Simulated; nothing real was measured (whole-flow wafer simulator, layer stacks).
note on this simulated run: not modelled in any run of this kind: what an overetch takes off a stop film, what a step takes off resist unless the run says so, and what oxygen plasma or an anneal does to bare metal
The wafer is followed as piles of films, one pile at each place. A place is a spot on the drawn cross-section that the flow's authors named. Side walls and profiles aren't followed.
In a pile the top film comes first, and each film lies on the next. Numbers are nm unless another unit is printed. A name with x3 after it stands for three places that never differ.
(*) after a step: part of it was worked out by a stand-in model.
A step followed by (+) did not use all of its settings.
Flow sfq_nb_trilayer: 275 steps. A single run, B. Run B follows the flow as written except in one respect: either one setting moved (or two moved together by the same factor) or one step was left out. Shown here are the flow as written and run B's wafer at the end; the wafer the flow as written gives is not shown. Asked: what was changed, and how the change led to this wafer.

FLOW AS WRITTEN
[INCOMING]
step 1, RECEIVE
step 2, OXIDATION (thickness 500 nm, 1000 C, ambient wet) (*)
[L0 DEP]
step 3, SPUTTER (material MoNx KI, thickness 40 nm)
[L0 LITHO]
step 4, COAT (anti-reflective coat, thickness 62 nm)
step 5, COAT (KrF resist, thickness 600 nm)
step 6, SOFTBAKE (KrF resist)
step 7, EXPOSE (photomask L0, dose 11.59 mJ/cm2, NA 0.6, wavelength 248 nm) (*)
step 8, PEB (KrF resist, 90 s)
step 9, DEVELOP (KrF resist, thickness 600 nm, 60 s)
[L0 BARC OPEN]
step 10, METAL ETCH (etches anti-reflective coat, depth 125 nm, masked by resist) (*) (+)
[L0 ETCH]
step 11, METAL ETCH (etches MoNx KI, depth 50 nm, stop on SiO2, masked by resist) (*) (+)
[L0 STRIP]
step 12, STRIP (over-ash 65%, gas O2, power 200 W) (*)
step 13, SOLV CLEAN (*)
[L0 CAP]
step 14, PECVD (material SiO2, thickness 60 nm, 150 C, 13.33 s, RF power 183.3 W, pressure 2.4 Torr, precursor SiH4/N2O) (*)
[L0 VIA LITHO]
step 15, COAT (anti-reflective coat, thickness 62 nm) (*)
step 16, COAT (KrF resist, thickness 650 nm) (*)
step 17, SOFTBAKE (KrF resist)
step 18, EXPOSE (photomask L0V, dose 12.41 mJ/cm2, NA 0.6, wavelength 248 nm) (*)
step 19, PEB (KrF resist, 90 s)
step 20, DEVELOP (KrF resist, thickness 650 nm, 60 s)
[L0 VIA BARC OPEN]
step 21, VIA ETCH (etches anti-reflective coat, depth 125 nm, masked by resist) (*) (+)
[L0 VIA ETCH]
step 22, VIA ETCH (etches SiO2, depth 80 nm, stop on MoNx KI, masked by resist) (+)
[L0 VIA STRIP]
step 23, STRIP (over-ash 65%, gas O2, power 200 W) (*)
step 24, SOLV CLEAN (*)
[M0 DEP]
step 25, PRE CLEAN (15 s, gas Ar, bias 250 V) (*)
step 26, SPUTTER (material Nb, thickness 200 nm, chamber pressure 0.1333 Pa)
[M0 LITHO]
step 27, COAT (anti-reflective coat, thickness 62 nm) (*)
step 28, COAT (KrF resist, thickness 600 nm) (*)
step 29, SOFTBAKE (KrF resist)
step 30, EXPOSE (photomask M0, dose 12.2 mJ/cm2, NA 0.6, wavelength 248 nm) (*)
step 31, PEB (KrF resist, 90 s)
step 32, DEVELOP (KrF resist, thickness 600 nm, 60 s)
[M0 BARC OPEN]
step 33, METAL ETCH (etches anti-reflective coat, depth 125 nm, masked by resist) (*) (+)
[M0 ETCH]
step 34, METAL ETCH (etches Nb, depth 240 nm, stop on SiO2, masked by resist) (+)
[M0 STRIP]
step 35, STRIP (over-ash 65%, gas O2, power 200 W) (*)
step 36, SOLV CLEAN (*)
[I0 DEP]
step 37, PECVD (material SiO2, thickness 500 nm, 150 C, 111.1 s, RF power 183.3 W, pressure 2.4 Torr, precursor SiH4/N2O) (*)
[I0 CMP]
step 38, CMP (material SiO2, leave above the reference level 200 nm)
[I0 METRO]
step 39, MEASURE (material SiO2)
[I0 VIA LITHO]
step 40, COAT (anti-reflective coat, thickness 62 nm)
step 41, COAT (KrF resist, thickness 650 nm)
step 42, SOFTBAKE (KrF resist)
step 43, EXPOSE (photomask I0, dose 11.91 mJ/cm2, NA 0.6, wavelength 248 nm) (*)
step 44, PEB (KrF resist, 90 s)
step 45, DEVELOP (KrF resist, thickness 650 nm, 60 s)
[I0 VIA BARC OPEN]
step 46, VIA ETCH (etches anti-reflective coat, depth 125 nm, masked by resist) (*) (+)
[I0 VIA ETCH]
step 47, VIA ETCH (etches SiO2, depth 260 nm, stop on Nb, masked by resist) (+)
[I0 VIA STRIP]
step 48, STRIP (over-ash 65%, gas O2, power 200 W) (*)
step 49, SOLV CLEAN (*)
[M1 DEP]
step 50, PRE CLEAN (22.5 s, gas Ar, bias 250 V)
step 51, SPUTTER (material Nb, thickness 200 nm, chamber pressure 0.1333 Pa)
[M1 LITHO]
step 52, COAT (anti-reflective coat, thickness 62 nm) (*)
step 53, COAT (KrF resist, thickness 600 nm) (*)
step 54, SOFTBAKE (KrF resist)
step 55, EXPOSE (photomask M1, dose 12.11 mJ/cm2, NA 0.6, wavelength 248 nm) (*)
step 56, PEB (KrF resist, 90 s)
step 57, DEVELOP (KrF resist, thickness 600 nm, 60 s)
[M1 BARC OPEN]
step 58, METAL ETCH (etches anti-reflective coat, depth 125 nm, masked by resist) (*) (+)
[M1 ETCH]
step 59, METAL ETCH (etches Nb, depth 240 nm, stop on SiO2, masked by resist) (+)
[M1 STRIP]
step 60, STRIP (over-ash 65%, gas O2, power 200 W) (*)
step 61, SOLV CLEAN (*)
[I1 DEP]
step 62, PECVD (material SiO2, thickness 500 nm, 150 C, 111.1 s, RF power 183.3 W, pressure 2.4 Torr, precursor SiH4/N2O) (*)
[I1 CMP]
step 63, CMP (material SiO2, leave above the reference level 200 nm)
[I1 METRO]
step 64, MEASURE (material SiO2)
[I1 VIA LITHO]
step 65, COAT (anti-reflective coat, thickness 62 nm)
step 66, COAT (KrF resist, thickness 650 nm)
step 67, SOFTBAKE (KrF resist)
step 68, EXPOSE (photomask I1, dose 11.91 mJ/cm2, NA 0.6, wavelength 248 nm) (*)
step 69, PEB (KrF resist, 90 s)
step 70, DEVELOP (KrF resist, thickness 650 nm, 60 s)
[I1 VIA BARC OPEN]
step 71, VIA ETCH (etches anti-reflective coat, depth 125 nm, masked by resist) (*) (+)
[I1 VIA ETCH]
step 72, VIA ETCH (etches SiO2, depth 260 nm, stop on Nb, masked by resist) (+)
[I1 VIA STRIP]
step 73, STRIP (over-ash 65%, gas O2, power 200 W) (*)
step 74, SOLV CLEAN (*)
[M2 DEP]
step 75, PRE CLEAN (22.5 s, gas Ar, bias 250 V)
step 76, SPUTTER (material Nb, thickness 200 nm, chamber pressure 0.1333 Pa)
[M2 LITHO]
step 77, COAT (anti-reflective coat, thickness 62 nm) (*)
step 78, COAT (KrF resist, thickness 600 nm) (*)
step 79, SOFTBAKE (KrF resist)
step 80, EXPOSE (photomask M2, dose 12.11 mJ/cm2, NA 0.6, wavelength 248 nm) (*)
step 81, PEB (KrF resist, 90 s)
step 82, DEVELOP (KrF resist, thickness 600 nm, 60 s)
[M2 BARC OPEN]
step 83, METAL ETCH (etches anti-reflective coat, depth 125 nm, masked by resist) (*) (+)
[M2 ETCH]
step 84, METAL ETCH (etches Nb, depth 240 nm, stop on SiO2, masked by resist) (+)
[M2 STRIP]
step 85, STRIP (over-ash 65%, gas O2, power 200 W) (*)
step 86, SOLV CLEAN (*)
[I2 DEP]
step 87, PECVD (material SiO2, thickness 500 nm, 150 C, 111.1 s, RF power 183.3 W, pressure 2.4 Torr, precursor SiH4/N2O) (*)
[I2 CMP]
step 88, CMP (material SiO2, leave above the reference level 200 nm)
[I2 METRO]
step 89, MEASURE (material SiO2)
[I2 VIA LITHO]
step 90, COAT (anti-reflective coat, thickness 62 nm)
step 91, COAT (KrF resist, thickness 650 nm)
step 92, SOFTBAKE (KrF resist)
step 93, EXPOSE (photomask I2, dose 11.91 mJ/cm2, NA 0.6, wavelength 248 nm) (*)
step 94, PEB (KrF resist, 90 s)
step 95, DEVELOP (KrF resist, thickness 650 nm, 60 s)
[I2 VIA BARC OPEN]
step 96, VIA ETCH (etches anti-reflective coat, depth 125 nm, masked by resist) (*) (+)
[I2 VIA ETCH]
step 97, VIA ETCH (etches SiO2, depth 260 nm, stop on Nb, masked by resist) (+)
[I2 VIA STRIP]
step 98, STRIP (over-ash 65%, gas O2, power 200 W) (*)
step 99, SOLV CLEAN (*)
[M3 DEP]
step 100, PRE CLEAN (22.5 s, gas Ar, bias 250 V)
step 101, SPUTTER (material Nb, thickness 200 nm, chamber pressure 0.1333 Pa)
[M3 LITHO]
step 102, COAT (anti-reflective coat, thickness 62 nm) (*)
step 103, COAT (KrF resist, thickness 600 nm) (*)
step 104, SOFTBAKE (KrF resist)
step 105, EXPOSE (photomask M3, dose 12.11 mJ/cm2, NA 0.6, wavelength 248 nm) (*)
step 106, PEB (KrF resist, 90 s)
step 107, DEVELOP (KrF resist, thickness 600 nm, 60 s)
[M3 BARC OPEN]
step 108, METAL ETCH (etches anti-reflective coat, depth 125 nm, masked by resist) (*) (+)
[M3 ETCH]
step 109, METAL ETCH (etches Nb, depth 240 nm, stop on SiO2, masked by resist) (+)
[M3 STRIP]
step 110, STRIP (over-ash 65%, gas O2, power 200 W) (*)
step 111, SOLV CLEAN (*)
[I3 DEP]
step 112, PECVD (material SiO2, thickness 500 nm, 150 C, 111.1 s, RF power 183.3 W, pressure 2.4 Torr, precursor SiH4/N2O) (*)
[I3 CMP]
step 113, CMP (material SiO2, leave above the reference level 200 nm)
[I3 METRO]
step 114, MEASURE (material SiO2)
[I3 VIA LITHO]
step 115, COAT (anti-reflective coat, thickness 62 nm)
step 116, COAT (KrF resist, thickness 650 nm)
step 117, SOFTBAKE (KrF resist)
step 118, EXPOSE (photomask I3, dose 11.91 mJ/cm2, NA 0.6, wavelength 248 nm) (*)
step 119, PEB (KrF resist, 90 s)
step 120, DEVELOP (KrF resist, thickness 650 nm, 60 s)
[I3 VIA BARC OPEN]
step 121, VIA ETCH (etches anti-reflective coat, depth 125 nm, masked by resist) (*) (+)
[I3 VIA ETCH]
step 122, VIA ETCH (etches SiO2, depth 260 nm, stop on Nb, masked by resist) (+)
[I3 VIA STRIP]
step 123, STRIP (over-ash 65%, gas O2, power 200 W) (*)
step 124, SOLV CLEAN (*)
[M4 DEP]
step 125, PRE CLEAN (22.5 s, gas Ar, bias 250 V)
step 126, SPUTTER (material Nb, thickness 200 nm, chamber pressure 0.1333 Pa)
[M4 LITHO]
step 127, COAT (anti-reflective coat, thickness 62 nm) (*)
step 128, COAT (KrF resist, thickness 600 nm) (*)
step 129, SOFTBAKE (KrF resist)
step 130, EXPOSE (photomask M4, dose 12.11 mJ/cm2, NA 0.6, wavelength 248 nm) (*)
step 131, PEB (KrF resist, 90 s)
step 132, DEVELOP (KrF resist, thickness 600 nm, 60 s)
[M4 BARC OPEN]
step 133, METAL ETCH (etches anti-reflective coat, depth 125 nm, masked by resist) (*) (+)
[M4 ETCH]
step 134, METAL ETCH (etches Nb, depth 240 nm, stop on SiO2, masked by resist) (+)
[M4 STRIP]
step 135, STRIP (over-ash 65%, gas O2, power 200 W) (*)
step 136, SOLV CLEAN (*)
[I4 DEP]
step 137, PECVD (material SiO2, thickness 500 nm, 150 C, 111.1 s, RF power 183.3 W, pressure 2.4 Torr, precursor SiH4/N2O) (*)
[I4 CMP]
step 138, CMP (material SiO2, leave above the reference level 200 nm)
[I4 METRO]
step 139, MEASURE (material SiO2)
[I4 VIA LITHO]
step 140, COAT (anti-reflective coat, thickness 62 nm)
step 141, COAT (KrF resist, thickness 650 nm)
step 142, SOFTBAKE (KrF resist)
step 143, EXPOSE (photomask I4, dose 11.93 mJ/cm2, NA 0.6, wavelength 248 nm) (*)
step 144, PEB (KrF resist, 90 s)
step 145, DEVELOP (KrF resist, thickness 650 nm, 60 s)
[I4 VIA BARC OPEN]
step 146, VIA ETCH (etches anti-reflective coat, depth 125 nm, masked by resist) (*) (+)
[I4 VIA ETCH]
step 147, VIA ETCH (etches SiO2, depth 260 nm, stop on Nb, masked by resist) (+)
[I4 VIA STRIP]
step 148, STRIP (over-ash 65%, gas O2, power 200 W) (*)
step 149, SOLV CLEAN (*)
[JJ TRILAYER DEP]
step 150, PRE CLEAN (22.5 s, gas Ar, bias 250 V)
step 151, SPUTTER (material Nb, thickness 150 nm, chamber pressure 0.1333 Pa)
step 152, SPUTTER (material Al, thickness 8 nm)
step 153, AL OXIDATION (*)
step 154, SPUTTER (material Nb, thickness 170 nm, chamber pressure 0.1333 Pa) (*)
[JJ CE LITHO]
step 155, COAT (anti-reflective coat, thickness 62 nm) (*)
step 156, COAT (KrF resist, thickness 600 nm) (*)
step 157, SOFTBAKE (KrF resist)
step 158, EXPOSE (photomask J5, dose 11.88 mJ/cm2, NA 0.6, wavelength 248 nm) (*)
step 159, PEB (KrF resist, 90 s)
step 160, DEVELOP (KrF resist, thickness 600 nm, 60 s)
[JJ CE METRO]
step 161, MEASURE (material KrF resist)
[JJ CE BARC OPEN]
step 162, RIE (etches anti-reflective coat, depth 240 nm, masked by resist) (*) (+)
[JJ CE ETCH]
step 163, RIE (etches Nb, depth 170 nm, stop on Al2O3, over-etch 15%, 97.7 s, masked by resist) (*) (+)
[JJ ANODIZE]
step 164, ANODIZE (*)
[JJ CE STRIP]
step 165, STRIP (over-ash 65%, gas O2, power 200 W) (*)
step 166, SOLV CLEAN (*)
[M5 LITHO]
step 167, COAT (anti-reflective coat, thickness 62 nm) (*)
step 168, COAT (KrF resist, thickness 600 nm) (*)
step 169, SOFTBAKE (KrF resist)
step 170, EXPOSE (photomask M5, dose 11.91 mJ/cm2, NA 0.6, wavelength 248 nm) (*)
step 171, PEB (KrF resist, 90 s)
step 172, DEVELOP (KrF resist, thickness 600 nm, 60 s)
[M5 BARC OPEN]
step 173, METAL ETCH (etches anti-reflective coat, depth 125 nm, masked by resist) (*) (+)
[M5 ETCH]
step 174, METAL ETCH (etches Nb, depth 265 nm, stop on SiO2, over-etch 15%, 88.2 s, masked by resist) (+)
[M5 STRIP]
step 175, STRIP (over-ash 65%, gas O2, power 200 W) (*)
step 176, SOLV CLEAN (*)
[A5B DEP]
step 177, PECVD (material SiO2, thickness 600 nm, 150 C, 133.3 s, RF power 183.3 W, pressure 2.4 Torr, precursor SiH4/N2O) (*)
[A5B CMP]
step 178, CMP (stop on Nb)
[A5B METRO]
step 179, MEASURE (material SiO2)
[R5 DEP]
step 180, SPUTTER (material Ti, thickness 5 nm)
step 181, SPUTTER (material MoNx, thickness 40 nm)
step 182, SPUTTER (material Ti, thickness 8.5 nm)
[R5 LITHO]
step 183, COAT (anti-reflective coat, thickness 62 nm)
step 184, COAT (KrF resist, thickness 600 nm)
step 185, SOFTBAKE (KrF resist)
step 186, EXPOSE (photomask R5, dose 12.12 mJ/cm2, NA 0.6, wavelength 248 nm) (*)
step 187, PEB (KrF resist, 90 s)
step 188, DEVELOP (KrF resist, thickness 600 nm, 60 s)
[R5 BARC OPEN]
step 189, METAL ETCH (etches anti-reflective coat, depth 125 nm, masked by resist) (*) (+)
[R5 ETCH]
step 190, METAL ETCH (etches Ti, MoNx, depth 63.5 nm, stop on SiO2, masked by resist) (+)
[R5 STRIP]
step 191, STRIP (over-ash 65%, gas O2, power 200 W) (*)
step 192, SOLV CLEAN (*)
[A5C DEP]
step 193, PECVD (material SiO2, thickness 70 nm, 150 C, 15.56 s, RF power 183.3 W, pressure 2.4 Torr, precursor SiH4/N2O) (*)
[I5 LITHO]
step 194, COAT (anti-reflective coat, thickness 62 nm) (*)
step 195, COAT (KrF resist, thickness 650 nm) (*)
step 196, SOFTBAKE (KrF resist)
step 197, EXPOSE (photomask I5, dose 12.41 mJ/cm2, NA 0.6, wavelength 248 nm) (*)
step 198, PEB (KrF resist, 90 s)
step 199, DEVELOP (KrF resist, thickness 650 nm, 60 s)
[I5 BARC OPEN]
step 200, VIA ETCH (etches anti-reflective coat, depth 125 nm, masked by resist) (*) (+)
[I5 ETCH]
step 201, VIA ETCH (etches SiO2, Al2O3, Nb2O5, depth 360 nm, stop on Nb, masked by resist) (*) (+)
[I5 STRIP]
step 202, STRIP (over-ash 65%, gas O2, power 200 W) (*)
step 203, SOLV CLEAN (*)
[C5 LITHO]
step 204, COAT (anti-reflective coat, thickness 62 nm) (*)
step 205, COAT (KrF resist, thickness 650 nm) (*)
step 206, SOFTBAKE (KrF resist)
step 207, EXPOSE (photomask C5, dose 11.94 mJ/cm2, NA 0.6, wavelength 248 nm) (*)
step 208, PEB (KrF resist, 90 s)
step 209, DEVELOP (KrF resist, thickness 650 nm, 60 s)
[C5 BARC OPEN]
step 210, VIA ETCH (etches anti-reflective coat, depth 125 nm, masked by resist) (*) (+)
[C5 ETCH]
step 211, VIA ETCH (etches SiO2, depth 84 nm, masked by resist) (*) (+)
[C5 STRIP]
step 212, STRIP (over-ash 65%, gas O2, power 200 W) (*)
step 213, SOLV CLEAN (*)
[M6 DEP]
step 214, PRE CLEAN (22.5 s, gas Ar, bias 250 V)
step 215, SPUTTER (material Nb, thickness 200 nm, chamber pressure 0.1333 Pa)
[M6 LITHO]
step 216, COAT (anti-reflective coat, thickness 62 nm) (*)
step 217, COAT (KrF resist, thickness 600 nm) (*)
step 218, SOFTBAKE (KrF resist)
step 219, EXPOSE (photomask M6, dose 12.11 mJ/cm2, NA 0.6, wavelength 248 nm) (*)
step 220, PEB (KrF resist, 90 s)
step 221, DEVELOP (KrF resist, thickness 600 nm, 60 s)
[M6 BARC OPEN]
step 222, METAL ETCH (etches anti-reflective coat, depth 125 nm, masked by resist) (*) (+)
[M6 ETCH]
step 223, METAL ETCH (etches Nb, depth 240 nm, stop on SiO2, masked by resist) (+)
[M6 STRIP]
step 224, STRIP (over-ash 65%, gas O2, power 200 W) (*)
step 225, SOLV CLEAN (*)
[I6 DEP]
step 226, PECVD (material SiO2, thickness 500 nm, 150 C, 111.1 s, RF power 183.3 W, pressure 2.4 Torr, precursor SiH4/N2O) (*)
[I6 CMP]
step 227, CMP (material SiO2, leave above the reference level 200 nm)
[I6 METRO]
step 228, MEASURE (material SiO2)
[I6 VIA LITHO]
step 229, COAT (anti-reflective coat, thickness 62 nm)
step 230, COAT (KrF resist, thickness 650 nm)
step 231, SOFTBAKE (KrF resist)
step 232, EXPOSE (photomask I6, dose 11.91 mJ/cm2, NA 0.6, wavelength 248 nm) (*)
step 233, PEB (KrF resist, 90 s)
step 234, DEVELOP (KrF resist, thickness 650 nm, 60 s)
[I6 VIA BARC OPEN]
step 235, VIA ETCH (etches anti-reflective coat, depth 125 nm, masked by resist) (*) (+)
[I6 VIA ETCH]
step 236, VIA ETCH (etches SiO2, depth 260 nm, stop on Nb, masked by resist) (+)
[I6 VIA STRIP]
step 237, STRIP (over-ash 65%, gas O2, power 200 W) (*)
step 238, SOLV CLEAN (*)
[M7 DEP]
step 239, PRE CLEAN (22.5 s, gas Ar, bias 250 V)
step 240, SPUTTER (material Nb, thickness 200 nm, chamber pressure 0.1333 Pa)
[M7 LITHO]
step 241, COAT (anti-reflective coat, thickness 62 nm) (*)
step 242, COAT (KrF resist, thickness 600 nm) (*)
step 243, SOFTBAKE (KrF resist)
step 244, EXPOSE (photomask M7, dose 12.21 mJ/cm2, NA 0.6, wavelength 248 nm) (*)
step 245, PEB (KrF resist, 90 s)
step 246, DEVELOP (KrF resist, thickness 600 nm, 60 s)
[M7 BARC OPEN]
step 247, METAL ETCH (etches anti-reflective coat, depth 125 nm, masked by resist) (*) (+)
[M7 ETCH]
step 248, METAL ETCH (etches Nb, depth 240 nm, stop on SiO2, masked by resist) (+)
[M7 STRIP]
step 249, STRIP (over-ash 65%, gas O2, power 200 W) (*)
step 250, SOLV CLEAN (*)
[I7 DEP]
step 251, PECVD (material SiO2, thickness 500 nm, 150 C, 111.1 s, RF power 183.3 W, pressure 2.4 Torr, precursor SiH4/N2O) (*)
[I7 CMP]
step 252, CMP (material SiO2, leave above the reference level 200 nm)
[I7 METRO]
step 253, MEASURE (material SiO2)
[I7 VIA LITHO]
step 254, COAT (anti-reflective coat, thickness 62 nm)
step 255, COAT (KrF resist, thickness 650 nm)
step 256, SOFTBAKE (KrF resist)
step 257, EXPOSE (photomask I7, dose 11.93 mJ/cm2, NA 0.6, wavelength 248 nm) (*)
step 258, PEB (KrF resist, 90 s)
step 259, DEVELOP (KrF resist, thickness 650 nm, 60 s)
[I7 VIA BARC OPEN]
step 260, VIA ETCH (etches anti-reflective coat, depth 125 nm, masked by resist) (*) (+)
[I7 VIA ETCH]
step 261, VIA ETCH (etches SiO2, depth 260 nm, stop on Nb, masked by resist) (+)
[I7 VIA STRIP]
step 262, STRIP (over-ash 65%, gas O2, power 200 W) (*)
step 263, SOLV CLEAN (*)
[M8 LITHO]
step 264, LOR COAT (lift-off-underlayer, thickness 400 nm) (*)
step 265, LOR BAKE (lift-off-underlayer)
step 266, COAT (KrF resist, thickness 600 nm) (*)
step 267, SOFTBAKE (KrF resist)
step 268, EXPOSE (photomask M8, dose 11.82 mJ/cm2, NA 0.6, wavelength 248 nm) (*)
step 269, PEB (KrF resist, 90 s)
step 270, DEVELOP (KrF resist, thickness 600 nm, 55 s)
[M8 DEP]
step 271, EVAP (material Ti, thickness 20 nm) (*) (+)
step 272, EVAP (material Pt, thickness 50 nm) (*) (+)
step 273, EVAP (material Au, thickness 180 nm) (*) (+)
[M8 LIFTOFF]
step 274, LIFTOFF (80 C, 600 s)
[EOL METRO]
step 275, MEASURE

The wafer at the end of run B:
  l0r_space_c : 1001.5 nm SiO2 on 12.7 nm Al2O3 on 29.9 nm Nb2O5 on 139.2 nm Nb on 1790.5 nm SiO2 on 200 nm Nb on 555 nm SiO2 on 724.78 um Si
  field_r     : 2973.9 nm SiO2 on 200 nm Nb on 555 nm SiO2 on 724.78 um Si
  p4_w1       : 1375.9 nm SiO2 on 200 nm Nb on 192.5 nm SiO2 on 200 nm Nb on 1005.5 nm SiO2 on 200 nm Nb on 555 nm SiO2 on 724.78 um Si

The reason: step 38, CMP: leave above the reference level 228 nm was run, whereas the flow has leave above the reference level 200 nm.

How this came from the change, step by step:
  step 38, CMP (material SiO2, leave above the reference level 200 nm)
      v_sur, via_wl, via_w and 94 more: SiO2 loses 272 (as written it would have been: SiO2 loses 300)
      field_l, l0_sur, l0r_line_l, l0r_line_c, l0r_line_r: SiO2 loses 312 (as written it would have been: SiO2 loses 340)
      (and at 4 other places as well)
  step 47, VIA ETCH (etches SiO2, depth 260 nm, stop on Nb, masked by resist) (+)
      via_w: SiO2 loses 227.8 (all of it) (as written it would have been: SiO2 loses 199.8 (all of it))
  step 51, SPUTTER (material Nb, thickness 200 nm, chamber pressure 0.1333 Pa)
      via_w: Nb gains 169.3 (as written it would have been: Nb gains 174.5)
  step 52, COAT (anti-reflective coat, thickness 62 nm) (*)
      via_w: anti-reflective coat gains 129 (new film) (as written it would have been: anti-reflective coat gains 123.1 (new film))
      via_wr: anti-reflective coat gains 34 (new film) (as written it would have been: anti-reflective coat gains 34.9 (new film))
  step 53, COAT (KrF resist, thickness 600 nm) (*)
      via_w: KrF resist gains 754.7 (new film) (as written it would have been: KrF resist gains 731.8 (new film))
  step 60, STRIP (over-ash 65%, gas O2, power 200 W) (*)
      via_w: KrF resist loses 536.7 (all of it), anti-reflective coat loses 129 (all of it) (as written it would have been: KrF resist loses 513.8 (all of it), anti-reflective coat loses 123.1 (all of it))
      via_wr: KrF resist loses 381.9 (all of it), anti-reflective coat loses 34 (all of it) (as written it would have been: KrF resist loses 384.4 (all of it), anti-reflective coat loses 34.9 (all of it))
  step 62, PECVD (material SiO2, thickness 500 nm, 150 C, 111.1 s, RF power 183.3 W, pressure 2.4 Torr, precursor SiH4/N2O) (*)
      via_w: SiO2 gains 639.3 (new film) (as written it would have been: SiO2 gains 606 (new film))
